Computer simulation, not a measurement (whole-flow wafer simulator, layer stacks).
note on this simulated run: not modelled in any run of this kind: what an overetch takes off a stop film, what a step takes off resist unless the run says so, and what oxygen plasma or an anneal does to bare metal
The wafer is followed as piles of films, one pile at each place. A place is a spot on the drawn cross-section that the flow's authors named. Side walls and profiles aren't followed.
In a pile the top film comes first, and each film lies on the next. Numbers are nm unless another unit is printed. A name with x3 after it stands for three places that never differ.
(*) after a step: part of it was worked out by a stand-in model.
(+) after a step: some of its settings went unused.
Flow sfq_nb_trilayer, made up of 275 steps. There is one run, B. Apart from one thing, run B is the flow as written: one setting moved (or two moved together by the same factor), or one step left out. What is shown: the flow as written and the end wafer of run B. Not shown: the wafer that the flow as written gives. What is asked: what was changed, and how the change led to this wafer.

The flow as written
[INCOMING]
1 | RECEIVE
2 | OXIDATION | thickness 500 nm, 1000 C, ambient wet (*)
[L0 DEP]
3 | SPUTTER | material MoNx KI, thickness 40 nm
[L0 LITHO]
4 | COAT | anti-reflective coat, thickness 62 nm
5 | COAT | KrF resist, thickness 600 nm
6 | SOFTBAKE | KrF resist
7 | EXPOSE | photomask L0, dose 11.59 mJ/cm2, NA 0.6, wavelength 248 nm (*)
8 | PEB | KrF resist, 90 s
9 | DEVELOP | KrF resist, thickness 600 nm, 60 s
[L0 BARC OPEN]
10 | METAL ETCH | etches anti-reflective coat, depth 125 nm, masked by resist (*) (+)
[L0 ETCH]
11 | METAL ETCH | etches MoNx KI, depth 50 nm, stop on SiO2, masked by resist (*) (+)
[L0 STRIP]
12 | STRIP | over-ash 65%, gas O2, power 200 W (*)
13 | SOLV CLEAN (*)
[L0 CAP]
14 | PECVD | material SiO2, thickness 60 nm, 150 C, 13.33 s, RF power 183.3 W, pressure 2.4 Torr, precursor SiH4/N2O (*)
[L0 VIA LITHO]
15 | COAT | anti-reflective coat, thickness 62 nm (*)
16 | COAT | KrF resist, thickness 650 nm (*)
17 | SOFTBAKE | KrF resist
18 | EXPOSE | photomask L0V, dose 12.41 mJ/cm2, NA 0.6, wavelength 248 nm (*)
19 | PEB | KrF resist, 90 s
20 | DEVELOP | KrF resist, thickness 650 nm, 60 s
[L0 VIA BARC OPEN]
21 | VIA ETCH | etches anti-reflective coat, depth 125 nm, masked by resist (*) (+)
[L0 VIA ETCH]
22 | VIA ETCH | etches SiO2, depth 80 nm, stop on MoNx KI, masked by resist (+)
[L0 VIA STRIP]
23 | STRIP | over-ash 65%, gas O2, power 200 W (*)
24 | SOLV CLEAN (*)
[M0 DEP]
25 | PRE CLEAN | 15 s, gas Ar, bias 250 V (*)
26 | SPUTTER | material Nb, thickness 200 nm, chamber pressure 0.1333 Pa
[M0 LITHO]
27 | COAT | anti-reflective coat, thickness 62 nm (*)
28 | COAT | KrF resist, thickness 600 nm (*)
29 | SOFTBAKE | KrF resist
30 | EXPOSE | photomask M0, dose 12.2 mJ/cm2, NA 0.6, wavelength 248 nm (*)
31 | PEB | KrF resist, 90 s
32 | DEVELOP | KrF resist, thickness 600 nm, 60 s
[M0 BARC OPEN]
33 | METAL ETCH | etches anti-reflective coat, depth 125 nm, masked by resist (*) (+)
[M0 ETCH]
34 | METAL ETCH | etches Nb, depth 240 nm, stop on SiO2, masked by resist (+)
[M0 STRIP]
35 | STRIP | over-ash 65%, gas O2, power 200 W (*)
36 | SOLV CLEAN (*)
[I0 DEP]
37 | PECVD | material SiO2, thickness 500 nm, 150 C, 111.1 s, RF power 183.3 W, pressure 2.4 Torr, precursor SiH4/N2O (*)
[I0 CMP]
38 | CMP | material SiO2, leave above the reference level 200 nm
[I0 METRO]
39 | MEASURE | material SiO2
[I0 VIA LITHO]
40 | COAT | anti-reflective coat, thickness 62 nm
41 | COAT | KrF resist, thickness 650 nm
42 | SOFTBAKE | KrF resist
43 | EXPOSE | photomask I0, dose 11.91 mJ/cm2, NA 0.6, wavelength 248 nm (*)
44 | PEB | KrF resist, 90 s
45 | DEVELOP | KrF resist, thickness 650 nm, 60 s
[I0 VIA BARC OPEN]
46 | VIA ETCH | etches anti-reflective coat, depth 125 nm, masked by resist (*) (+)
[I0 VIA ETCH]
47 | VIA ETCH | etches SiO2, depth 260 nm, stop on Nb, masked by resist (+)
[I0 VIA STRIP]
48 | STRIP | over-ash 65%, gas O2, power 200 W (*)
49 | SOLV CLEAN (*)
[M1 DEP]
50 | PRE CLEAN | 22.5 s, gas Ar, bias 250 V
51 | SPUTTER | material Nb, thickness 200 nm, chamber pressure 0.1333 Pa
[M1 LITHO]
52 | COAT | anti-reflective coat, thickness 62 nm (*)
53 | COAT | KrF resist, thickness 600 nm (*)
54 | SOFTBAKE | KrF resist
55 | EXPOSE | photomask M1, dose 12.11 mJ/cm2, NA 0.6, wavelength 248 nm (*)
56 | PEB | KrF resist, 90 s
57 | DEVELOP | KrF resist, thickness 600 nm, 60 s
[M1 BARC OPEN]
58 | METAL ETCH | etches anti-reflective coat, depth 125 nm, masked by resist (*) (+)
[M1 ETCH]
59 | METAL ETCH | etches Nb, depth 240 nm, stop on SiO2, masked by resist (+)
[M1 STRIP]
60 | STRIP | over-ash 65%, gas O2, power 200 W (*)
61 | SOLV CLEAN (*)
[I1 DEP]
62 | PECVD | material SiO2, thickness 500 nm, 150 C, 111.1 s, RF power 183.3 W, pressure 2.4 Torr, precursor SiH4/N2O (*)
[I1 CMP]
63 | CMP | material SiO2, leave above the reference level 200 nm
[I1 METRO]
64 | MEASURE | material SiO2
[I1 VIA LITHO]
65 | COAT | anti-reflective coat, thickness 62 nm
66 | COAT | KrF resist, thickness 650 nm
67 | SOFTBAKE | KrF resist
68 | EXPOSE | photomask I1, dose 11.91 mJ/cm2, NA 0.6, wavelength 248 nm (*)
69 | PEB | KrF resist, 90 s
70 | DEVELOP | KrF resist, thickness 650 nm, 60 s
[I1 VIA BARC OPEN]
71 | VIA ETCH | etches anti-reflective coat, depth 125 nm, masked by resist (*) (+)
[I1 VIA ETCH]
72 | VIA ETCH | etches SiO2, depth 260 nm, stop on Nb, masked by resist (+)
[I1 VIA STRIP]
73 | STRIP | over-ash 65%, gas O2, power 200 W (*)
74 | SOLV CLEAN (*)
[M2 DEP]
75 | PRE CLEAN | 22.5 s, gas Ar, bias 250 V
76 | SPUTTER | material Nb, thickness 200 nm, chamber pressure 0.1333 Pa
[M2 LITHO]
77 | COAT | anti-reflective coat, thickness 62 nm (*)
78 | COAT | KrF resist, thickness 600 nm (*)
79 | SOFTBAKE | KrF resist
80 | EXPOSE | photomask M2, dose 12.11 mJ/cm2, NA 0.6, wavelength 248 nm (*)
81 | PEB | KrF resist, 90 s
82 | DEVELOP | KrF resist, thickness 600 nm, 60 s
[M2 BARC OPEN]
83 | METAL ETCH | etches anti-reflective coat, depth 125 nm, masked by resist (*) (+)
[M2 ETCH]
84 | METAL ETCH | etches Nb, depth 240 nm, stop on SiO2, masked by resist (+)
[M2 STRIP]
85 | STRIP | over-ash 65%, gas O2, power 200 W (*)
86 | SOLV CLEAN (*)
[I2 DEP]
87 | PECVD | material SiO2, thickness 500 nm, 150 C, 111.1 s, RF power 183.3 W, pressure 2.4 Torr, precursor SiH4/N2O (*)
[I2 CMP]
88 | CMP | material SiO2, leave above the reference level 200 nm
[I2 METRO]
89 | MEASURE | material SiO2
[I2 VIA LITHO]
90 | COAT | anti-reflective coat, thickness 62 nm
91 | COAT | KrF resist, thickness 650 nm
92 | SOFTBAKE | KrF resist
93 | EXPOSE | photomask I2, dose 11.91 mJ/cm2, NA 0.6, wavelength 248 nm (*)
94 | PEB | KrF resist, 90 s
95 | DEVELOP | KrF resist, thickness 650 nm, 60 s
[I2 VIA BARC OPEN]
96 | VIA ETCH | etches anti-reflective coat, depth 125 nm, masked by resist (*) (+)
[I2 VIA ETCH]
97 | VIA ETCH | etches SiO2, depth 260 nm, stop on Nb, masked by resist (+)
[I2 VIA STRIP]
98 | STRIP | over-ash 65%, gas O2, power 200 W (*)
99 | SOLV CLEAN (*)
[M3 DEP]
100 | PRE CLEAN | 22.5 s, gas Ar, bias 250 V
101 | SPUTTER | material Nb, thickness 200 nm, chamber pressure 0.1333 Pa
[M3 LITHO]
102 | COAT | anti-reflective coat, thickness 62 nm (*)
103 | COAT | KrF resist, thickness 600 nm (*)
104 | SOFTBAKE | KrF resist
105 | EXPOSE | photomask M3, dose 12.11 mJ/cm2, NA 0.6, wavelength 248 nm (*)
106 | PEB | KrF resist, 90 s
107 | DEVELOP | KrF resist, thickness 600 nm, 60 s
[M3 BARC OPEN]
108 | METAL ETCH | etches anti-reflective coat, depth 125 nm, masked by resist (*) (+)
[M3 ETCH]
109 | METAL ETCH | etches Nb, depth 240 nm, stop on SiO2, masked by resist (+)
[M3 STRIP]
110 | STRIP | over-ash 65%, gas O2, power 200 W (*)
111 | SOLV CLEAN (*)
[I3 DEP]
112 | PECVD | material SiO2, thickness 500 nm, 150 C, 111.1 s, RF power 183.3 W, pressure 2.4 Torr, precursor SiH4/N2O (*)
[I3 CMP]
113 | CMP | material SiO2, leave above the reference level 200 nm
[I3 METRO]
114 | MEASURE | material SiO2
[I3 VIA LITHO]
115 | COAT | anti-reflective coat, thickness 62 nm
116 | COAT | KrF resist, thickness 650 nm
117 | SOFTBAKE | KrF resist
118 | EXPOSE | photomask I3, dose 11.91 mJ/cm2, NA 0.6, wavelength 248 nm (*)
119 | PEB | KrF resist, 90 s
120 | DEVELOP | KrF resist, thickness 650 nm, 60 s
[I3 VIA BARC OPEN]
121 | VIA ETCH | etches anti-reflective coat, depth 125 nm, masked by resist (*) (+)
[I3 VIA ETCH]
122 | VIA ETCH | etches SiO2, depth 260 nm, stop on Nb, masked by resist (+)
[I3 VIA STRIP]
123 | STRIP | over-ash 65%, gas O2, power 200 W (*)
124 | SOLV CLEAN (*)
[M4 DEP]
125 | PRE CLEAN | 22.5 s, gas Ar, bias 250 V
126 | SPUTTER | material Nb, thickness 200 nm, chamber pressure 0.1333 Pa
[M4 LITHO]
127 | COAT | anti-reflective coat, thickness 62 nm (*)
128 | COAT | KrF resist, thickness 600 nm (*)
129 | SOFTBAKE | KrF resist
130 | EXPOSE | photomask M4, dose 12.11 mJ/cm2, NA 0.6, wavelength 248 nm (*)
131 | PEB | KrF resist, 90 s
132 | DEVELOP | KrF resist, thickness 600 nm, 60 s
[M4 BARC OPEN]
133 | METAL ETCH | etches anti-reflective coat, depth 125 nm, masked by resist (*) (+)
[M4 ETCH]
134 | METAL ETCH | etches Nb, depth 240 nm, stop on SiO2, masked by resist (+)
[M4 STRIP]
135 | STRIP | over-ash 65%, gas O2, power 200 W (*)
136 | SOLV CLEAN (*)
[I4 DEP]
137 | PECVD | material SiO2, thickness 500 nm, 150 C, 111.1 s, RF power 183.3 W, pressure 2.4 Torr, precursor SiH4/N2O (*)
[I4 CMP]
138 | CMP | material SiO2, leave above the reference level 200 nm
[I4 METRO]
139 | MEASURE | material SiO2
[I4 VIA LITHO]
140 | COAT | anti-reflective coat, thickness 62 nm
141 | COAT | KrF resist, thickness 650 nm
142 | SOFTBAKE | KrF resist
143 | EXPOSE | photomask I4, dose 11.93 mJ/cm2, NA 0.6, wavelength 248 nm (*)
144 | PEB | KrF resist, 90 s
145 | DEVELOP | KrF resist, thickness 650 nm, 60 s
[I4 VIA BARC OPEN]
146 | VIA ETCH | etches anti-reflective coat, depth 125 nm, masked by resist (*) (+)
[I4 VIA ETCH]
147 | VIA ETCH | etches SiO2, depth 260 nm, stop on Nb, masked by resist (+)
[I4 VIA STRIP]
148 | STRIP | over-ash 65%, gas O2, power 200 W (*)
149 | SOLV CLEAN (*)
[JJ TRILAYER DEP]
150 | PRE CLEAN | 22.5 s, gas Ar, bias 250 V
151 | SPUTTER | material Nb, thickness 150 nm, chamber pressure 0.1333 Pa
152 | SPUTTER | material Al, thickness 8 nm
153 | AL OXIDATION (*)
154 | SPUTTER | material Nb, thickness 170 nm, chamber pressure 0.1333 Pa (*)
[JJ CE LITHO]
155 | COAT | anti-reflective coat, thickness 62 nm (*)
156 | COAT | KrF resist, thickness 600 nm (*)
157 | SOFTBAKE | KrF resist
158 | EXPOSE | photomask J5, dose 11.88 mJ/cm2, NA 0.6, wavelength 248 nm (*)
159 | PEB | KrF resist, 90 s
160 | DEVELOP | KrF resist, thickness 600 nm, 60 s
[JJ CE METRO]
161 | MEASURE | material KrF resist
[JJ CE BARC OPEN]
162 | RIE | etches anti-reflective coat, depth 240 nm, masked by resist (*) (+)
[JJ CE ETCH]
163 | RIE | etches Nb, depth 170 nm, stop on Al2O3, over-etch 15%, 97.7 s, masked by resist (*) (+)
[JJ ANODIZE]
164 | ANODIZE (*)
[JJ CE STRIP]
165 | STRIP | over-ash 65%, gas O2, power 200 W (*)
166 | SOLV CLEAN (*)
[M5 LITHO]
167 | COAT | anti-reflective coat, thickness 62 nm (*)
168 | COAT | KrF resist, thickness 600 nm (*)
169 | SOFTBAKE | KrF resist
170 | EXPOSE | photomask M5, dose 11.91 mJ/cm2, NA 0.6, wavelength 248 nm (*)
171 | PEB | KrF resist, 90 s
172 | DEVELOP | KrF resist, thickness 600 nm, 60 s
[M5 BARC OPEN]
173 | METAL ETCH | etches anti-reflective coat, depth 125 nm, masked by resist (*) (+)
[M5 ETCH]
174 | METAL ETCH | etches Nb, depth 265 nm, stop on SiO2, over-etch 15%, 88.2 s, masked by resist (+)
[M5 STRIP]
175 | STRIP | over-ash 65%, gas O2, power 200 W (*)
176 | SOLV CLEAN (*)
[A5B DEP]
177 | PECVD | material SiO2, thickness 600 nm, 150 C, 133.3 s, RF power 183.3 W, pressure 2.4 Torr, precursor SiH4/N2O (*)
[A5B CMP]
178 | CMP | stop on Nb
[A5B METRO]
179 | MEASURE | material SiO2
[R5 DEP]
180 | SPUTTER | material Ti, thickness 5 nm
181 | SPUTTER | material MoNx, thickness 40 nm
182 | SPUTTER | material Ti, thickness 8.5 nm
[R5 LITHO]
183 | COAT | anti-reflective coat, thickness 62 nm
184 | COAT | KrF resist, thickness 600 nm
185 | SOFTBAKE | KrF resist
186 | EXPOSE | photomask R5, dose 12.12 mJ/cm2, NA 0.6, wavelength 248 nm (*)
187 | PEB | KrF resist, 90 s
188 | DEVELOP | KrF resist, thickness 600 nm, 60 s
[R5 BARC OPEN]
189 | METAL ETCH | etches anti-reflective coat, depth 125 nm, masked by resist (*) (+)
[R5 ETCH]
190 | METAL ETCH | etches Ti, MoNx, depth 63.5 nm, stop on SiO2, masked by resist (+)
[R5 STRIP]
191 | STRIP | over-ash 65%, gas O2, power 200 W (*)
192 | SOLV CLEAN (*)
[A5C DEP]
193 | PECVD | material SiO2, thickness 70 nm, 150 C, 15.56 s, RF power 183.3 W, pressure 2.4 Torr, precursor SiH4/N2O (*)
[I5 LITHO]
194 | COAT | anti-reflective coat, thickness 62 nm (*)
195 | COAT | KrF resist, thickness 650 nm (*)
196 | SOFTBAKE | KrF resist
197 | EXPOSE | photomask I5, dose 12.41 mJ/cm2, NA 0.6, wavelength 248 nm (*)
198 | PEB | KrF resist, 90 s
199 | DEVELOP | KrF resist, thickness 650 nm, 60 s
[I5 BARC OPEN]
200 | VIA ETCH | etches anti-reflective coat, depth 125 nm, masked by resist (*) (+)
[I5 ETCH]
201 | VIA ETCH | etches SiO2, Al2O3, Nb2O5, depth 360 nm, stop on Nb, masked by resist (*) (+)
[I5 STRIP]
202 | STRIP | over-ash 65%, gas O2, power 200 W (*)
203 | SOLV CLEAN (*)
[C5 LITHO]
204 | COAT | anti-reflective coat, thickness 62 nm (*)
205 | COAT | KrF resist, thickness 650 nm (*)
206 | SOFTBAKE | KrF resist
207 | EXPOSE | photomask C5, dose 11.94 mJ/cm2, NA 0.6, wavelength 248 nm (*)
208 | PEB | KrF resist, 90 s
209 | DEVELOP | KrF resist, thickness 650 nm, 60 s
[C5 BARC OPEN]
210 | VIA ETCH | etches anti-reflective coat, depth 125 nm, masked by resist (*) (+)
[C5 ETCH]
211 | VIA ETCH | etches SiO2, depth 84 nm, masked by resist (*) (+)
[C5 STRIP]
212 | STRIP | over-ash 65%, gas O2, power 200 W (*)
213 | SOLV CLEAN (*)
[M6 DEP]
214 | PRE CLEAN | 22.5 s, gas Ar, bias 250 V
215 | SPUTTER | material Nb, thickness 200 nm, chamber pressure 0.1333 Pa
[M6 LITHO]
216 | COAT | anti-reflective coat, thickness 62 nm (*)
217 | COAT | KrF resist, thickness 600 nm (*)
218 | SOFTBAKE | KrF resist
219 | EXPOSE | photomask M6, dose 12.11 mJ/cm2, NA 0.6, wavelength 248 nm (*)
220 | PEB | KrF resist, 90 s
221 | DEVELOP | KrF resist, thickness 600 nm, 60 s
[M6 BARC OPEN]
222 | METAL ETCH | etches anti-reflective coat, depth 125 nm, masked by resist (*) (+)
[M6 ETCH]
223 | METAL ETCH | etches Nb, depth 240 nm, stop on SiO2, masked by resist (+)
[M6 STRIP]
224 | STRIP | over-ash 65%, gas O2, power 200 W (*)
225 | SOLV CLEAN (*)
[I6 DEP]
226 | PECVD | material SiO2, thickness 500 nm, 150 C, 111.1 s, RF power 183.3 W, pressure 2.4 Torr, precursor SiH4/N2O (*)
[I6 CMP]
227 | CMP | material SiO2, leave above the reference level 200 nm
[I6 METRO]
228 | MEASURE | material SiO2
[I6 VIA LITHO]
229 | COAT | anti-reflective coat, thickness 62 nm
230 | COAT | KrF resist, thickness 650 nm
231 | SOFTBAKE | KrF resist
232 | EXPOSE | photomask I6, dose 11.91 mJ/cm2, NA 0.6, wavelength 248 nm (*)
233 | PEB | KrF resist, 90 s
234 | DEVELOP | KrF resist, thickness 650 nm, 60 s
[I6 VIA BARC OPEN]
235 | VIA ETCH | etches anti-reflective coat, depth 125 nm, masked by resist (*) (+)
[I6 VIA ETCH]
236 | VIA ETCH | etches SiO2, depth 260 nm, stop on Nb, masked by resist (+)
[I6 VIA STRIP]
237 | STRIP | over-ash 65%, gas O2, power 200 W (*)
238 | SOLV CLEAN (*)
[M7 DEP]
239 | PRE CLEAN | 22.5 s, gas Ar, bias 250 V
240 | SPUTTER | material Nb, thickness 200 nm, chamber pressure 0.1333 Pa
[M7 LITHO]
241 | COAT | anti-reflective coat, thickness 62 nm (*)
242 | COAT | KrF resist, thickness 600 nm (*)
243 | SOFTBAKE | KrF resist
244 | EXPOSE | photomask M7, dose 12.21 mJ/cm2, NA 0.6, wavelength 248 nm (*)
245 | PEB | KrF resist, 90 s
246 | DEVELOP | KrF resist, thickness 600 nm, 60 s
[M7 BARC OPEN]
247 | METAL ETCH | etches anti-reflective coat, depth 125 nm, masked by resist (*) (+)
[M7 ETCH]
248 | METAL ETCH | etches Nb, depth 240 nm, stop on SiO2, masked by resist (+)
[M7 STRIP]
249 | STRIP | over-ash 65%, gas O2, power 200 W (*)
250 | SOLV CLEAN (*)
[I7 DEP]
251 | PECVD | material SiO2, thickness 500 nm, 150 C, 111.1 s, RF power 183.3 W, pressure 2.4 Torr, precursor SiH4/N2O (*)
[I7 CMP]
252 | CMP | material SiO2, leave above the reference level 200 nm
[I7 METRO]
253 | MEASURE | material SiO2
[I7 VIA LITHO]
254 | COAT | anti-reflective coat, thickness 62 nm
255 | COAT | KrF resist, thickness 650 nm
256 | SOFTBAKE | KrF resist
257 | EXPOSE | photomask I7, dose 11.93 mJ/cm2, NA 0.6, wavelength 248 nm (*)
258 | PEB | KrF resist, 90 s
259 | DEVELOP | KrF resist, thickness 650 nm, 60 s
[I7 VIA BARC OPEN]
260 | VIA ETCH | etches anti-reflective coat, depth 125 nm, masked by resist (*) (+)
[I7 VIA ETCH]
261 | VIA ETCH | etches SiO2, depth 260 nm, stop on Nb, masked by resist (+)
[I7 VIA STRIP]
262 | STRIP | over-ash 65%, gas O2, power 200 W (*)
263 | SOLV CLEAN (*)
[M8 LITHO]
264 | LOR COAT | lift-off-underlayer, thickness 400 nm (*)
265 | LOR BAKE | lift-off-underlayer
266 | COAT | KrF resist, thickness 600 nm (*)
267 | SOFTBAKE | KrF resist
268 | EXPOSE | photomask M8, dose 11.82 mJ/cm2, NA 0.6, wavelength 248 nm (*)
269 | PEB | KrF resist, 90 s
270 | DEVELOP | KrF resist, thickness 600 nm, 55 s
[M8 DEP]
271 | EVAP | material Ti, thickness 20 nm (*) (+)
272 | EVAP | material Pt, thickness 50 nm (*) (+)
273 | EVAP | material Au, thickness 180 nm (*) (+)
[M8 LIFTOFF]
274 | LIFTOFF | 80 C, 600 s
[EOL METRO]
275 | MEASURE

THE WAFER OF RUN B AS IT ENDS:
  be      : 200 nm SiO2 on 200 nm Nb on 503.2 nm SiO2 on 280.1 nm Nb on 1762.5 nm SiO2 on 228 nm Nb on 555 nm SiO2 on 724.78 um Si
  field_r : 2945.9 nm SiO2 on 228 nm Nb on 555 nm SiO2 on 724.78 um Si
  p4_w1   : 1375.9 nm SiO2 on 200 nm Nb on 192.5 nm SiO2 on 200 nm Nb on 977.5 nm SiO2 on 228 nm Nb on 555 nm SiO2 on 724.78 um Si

What caused this: step 26, SPUTTER: thickness 228 nm was run, though the flow has thickness 200 nm.
The wafer lets one read it off: be has Nb 228, and step 26 as written asks for 200 nm.

How this came from the change, step by step:
  26 | SPUTTER | material Nb, thickness 200 nm, chamber pressure 0.1333 Pa
      field_l, v_sur, via_wl and 102 more: +228 Nb (new film) (in the flow as written it would be: +200 Nb (new film))
      l0v: +223.7 Nb (new film) (in the flow as written it would be: +195.7 Nb (new film))
  34 | METAL ETCH | etches Nb, depth 240 nm, stop on SiO2, masked by resist (+)
      moat, m0r_space_l x2: -228 Nb (all of it) (in the flow as written it would be: -200 Nb (all of it))
  37 | PECVD | material SiO2, thickness 500 nm, 150 C, 111.1 s, RF power 183.3 W, pressure 2.4 Torr, precursor SiH4/N2O (*)
      moat, m0r_space_l x2: +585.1 SiO2 (in the flow as written it would be: +557.1 SiO2)
